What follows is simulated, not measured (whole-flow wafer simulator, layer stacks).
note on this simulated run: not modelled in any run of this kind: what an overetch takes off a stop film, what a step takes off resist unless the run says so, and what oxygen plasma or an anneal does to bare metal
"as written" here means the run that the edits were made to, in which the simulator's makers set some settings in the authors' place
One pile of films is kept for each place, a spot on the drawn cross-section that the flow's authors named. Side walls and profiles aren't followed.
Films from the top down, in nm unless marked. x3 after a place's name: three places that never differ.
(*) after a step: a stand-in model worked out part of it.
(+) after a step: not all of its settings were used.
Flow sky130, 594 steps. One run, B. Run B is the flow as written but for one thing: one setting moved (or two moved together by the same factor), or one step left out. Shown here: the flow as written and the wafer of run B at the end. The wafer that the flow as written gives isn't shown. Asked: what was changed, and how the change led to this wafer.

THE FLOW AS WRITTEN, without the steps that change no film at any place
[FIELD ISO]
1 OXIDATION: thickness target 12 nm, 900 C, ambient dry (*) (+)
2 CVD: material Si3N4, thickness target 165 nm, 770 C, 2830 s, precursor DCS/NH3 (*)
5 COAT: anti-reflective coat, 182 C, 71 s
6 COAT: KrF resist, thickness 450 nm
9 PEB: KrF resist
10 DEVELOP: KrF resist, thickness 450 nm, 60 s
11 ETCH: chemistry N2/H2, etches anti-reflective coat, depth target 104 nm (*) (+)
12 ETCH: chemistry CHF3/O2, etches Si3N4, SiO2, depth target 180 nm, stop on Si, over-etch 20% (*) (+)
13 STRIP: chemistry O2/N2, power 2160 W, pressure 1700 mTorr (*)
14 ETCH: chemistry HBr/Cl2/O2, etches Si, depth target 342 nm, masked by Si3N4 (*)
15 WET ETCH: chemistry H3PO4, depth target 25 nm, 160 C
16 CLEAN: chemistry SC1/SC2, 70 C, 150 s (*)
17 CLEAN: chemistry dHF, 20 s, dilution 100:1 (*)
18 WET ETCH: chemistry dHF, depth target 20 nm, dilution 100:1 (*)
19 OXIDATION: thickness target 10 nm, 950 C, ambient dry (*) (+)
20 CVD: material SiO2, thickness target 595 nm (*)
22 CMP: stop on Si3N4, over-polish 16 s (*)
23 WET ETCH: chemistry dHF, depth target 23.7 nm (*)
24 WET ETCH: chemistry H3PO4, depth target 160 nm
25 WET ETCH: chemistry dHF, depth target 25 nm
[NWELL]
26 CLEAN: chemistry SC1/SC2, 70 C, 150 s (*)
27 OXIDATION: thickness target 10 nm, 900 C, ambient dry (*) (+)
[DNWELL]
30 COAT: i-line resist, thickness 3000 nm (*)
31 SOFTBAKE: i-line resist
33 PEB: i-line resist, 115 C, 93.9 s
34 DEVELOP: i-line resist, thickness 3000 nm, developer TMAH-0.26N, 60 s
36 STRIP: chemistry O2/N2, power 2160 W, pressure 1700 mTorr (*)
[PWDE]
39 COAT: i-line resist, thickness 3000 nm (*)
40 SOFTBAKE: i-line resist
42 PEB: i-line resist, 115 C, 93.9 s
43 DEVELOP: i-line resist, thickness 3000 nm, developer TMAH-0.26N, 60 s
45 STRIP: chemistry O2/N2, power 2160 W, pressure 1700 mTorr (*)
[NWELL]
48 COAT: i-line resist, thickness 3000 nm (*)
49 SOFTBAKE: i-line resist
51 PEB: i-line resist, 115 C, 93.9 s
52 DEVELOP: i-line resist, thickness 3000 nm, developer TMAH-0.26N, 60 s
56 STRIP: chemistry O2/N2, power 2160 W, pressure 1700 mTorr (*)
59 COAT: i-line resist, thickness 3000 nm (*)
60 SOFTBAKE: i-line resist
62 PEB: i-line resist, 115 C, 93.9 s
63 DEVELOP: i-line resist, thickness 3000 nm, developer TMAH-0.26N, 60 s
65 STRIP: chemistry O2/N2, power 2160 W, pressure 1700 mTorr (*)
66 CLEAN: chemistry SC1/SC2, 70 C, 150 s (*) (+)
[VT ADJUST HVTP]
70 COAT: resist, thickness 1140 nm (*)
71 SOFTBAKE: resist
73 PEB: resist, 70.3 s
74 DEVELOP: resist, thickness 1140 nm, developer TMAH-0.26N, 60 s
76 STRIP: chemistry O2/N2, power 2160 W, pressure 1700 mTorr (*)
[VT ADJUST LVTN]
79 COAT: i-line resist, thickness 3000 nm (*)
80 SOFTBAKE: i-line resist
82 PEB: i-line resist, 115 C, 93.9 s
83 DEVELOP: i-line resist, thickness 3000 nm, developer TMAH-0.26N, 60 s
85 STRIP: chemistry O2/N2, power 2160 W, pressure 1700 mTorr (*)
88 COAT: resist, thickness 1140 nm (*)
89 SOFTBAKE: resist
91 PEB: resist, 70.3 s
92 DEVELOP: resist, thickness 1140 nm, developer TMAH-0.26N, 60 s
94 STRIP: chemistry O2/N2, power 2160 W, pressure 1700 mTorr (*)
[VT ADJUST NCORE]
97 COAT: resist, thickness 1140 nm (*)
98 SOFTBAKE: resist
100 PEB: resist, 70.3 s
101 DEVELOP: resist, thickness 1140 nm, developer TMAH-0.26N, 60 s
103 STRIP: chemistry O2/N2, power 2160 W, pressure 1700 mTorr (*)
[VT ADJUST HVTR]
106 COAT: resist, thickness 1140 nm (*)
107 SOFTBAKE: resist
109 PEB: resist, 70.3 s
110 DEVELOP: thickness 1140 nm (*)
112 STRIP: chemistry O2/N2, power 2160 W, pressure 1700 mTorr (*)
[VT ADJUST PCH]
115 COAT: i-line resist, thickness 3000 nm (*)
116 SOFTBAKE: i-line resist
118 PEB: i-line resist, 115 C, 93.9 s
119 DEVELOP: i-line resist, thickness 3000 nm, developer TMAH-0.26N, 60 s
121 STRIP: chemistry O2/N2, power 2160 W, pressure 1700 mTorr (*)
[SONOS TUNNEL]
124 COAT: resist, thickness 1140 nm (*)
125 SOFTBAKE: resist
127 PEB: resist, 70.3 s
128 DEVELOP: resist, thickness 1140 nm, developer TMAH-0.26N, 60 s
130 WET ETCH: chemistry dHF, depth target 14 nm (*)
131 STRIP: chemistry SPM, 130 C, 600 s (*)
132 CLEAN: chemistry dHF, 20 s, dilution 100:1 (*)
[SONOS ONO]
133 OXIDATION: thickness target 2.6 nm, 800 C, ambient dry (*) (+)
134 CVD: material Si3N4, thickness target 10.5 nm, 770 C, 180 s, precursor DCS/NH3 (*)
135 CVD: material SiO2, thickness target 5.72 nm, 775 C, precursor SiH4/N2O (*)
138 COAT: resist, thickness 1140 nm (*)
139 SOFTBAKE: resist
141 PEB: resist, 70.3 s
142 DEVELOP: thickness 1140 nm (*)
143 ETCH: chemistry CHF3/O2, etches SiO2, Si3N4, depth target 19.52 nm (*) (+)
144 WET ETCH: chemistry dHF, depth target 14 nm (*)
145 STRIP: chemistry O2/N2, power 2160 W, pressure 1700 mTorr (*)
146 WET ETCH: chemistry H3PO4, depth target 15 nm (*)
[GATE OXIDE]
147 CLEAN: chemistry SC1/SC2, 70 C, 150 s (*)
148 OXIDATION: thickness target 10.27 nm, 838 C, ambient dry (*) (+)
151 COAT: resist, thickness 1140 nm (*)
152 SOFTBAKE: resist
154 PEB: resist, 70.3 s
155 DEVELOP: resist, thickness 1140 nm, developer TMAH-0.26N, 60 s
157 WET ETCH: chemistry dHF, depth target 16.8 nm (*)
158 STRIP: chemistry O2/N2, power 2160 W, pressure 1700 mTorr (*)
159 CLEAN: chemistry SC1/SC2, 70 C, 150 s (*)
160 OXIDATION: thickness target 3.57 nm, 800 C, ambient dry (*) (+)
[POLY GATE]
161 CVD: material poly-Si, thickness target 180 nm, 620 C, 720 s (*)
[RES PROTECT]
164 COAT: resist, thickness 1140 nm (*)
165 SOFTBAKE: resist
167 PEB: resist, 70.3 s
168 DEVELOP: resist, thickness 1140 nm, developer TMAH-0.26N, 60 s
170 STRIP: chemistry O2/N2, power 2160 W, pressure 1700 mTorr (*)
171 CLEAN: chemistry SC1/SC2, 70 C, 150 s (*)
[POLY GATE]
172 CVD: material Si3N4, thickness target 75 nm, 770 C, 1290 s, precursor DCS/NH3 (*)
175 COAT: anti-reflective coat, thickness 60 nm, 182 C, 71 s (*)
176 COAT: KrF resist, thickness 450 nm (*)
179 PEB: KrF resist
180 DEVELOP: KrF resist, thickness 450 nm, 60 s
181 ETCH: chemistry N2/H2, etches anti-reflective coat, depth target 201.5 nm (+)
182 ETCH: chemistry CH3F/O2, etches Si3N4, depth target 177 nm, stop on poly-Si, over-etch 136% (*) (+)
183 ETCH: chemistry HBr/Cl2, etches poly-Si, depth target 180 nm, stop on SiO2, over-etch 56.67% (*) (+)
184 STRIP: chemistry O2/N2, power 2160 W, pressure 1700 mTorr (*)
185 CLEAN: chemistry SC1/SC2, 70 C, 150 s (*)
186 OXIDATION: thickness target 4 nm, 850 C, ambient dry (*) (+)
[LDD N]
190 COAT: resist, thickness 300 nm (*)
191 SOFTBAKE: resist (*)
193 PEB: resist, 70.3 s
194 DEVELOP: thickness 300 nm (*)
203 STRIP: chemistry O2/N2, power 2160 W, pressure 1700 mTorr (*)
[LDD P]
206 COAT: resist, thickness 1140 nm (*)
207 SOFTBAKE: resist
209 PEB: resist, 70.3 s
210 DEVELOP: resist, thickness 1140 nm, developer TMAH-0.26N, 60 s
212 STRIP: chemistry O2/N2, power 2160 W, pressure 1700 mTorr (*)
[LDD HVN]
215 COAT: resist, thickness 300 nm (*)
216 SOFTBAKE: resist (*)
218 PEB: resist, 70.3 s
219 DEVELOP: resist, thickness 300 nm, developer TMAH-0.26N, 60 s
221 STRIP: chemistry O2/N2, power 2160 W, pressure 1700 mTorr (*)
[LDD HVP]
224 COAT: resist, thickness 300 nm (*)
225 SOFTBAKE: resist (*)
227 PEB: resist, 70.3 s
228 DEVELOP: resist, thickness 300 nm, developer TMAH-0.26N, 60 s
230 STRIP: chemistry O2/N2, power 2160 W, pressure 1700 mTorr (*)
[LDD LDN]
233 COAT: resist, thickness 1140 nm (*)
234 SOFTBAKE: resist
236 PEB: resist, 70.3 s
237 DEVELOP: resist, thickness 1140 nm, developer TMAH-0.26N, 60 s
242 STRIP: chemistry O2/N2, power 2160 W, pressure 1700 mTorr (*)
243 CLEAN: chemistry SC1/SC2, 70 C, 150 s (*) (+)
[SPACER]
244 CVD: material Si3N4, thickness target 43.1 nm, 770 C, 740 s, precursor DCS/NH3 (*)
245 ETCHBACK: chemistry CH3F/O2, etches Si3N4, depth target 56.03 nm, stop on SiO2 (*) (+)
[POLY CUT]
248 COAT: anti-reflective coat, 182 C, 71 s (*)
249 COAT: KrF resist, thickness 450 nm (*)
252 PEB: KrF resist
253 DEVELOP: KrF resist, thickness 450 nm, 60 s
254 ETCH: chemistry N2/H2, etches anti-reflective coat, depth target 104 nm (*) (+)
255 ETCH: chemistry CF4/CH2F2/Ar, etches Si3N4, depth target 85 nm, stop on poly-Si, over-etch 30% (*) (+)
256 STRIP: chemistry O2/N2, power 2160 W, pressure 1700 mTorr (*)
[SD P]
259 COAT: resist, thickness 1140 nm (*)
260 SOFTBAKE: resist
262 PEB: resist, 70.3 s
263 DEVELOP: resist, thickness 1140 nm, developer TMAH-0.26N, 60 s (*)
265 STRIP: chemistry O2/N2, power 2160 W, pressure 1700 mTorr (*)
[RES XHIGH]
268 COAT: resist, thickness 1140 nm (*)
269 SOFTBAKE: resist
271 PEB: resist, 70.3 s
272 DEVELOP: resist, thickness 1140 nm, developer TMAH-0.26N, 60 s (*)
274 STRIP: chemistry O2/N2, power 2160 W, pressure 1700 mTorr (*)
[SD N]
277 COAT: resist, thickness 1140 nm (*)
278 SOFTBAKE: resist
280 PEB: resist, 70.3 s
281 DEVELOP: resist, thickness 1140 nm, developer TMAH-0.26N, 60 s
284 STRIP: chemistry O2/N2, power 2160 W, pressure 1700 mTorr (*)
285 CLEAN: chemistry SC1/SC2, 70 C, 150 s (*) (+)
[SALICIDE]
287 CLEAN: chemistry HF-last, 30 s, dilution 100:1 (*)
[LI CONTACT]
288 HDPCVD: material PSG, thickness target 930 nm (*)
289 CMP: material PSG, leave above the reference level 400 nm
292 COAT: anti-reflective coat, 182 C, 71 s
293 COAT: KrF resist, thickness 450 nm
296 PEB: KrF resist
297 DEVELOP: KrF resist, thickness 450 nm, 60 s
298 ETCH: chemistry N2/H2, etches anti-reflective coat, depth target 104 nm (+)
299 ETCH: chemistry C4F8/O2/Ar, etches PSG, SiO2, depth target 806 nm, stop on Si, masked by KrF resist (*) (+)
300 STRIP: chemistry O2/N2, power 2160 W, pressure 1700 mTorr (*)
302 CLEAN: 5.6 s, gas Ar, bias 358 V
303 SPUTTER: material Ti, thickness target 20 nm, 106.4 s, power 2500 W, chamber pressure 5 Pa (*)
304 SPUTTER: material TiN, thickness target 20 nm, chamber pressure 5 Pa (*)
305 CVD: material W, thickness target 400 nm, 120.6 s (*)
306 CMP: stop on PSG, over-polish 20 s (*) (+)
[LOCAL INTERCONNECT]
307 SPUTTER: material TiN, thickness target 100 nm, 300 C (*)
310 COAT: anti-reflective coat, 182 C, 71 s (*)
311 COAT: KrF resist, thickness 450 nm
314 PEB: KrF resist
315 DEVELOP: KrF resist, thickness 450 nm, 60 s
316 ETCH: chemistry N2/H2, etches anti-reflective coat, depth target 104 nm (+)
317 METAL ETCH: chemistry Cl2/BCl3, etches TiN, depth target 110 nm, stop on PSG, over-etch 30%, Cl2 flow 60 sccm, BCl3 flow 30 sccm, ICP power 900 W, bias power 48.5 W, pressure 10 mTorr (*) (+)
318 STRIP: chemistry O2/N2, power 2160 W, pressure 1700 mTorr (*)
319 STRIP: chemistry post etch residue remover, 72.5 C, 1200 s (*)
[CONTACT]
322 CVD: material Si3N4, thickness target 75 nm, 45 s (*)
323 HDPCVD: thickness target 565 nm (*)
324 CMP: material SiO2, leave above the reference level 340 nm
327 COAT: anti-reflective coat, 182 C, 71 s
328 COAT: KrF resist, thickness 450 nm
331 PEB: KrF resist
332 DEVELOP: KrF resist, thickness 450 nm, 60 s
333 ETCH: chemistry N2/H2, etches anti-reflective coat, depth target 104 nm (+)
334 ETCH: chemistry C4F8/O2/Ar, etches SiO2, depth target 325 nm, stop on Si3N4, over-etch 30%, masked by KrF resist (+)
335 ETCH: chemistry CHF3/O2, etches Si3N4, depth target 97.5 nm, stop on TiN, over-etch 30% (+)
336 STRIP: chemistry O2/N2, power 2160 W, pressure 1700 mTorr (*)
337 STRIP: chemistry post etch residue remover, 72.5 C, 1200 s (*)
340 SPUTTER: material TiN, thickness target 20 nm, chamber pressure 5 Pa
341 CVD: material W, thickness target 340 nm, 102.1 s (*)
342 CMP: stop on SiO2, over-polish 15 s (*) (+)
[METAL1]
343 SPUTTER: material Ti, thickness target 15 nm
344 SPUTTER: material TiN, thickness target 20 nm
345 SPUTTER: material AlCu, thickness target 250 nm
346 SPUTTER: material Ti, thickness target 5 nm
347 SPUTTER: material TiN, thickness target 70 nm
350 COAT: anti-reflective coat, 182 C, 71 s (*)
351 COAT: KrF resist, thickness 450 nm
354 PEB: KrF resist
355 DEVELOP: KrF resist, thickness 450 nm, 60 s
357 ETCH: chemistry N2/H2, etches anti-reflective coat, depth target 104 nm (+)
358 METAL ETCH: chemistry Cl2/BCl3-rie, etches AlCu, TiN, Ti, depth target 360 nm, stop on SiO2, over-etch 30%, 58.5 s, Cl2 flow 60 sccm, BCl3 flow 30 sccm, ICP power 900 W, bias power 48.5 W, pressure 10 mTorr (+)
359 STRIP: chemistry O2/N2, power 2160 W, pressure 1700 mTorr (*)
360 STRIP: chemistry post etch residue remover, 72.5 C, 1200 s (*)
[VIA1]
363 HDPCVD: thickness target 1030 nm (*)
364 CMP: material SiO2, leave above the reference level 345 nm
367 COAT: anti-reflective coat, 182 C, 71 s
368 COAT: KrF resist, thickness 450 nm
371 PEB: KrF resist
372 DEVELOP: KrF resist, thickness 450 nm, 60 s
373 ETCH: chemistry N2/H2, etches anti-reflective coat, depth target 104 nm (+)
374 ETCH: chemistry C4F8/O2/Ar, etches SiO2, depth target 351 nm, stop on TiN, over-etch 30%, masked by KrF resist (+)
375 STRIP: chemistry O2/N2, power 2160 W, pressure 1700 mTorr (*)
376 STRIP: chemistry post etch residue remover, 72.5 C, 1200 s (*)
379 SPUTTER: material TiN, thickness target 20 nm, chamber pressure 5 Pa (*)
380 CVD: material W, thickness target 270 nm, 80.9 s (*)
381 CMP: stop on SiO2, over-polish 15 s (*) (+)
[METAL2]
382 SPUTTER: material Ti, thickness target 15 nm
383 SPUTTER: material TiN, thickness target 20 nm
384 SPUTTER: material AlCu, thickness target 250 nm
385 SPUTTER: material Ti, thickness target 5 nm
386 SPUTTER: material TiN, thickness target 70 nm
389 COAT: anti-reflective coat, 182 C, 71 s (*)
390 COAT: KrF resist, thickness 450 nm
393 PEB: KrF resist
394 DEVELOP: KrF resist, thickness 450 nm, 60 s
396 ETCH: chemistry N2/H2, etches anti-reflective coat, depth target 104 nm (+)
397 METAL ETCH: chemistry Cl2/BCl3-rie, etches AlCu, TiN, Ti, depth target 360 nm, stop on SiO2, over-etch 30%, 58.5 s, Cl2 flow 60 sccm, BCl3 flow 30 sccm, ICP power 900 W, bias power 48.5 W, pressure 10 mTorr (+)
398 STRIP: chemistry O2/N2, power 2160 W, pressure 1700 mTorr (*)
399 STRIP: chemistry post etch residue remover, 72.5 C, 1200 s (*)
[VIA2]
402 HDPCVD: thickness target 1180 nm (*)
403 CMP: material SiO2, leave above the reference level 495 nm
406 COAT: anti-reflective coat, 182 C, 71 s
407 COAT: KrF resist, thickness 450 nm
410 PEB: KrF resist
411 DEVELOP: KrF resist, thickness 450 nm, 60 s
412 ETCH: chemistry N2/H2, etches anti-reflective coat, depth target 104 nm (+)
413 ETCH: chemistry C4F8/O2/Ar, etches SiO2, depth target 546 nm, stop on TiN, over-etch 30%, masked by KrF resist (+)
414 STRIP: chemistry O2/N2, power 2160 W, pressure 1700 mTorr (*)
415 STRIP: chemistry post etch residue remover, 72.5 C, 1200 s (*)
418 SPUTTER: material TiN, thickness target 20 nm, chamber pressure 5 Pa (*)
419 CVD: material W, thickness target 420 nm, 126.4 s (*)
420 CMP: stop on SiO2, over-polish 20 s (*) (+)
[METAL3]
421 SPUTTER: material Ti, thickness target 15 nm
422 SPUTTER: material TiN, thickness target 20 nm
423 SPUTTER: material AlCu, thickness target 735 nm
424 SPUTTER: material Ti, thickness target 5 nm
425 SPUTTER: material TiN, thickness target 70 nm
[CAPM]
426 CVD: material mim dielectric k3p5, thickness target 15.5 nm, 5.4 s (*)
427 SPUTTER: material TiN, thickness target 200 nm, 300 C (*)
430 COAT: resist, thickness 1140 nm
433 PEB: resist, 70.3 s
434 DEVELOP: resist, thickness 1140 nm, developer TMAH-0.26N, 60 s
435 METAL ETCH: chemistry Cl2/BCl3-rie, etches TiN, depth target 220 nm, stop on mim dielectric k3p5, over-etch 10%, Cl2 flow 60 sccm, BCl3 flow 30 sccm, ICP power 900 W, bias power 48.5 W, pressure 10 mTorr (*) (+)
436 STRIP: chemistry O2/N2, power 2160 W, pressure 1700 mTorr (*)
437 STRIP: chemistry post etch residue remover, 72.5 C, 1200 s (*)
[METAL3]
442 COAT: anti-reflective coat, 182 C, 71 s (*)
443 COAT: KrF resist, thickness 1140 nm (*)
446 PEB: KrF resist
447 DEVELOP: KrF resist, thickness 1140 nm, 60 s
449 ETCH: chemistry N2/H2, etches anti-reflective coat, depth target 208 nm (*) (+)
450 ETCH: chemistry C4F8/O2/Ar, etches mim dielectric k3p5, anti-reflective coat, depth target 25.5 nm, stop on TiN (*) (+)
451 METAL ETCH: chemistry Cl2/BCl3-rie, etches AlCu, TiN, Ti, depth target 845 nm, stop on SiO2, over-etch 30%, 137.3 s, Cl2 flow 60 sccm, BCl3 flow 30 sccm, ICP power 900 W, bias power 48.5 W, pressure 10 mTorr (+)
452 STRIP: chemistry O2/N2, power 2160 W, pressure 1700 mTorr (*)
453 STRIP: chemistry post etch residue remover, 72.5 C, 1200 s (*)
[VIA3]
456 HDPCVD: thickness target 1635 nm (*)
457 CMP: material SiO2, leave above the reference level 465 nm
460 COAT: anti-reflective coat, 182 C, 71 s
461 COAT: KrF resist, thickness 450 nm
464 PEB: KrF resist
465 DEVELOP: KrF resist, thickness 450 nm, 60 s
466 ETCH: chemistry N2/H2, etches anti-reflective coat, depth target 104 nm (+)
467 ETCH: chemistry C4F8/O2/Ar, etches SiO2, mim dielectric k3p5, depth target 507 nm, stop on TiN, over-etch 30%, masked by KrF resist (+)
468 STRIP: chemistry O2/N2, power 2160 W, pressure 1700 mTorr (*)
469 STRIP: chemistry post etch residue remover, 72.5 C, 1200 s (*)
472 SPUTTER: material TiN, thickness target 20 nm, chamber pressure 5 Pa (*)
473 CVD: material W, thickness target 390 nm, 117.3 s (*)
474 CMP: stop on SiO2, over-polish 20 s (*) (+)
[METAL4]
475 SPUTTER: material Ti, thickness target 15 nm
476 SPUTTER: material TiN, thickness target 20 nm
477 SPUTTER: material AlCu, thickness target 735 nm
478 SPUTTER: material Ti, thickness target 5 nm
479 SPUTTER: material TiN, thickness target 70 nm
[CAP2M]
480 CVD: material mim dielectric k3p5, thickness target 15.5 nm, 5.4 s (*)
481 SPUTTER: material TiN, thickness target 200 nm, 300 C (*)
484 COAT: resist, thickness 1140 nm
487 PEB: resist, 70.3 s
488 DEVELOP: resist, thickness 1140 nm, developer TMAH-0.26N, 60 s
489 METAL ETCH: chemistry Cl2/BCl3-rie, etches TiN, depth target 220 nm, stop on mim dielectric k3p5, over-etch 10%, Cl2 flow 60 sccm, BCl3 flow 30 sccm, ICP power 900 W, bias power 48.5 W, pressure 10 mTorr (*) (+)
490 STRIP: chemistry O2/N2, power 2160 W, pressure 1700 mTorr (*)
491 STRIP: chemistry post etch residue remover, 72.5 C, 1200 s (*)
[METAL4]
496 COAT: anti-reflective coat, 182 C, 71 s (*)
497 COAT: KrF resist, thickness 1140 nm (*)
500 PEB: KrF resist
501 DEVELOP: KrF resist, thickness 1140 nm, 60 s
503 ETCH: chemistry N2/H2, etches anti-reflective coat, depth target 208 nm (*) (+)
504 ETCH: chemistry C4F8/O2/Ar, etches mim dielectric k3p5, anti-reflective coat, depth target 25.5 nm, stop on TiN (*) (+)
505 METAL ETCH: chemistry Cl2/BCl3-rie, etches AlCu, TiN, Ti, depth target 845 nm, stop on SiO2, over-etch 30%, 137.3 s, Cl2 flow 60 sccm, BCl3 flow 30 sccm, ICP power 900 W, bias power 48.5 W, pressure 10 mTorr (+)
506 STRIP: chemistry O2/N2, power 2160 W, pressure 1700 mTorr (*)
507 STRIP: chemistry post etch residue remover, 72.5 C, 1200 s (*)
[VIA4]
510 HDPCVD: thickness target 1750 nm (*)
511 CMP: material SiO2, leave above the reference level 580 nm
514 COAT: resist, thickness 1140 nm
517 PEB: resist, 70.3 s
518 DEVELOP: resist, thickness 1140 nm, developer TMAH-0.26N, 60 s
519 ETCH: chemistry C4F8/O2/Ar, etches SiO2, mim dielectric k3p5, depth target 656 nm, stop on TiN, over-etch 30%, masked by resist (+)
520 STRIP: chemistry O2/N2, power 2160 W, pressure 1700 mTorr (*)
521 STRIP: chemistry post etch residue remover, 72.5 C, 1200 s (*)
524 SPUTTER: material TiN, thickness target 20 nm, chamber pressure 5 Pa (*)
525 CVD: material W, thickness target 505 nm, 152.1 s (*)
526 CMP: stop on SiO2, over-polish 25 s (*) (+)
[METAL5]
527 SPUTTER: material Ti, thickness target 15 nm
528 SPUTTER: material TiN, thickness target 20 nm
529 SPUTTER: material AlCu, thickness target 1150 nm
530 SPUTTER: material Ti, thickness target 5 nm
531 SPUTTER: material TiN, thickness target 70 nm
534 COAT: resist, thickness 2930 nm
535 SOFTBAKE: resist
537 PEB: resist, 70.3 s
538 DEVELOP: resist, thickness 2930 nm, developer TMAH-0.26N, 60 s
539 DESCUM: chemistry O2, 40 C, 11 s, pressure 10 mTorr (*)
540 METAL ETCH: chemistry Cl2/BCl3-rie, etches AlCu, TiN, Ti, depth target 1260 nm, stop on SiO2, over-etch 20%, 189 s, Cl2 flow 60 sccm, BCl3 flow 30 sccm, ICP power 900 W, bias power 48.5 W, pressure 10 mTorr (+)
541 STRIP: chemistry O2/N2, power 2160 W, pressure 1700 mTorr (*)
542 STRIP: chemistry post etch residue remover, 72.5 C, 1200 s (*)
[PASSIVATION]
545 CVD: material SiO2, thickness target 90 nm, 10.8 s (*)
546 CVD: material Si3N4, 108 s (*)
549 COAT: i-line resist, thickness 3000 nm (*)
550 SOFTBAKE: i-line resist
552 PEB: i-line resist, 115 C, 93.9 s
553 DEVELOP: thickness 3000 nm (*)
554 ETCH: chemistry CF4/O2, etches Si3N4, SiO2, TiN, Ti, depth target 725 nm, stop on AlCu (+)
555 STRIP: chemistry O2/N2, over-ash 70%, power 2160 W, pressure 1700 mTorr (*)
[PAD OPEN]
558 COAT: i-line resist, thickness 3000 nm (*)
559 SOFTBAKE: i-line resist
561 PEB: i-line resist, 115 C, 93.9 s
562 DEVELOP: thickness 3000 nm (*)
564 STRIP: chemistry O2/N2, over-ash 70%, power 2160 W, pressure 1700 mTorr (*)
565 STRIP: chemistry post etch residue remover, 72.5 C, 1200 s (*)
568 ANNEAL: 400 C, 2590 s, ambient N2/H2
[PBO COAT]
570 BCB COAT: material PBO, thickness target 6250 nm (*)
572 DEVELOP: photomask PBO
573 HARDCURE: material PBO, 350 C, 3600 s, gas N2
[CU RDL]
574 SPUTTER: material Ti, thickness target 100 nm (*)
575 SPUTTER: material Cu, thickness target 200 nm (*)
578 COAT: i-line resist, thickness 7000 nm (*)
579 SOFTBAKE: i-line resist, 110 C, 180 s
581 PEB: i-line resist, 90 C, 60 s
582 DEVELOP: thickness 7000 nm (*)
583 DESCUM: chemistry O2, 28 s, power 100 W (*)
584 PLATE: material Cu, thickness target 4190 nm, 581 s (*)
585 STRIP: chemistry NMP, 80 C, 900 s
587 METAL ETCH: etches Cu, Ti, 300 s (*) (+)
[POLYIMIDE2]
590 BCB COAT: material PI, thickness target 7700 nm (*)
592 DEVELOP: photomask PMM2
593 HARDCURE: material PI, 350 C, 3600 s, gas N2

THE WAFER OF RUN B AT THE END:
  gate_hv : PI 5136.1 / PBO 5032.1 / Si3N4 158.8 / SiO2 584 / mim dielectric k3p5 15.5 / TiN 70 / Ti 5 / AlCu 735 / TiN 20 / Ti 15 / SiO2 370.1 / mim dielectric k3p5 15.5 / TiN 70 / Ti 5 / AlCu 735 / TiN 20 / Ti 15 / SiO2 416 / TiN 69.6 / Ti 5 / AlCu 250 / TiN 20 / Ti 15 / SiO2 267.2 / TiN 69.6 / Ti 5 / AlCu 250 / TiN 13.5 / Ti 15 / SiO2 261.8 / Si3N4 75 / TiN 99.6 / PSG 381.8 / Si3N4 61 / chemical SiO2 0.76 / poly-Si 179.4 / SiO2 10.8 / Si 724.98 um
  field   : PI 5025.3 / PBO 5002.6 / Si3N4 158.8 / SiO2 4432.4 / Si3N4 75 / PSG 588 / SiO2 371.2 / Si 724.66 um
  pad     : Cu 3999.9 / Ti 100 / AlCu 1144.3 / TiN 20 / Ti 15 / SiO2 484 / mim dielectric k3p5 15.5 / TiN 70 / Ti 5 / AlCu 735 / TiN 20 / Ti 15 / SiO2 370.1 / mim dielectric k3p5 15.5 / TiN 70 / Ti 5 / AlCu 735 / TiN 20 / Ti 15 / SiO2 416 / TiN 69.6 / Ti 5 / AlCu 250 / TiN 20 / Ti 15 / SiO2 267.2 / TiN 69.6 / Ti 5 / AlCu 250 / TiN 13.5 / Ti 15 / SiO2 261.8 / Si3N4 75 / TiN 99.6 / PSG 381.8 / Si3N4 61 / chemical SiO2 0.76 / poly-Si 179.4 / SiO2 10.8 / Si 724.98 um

The cause: step 344, SPUTTER: thickness target 13.5 nm was run, where the flow has thickness target 20 nm.
It can be read off the wafer: gate_hv has TiN 13.5, and step 344 as written asks for 20 nm.

How the change led to this, step by step:
  344 SPUTTER: material TiN, thickness target 20 nm
      field, active, n_well and 188 more: TiN +13.5 (new film) (as written it would be: TiN +20 (new film))
  358 METAL ETCH: chemistry Cl2/BCl3-rie, etches AlCu, TiN, Ti, depth target 360 nm, stop on SiO2, over-etch 30%, 58.5 s, Cl2 flow 60 sccm, BCl3 flow 30 sccm, ICP power 900 W, bias power 48.5 W, pressure 10 mTorr (+)
      field, active, gate and 81 more: TiN -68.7 (all of it), Ti -5 (all of it), AlCu -250 (all of it), TiN -13.5 (all of it), Ti -15 (all of it), SiO2 -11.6 (as written it would be: TiN -68.7 (all of it), Ti -5 (all of it), AlCu -250 (all of it), TiN -20 (all of it), Ti -15 (all of it), SiO2 -10.9)
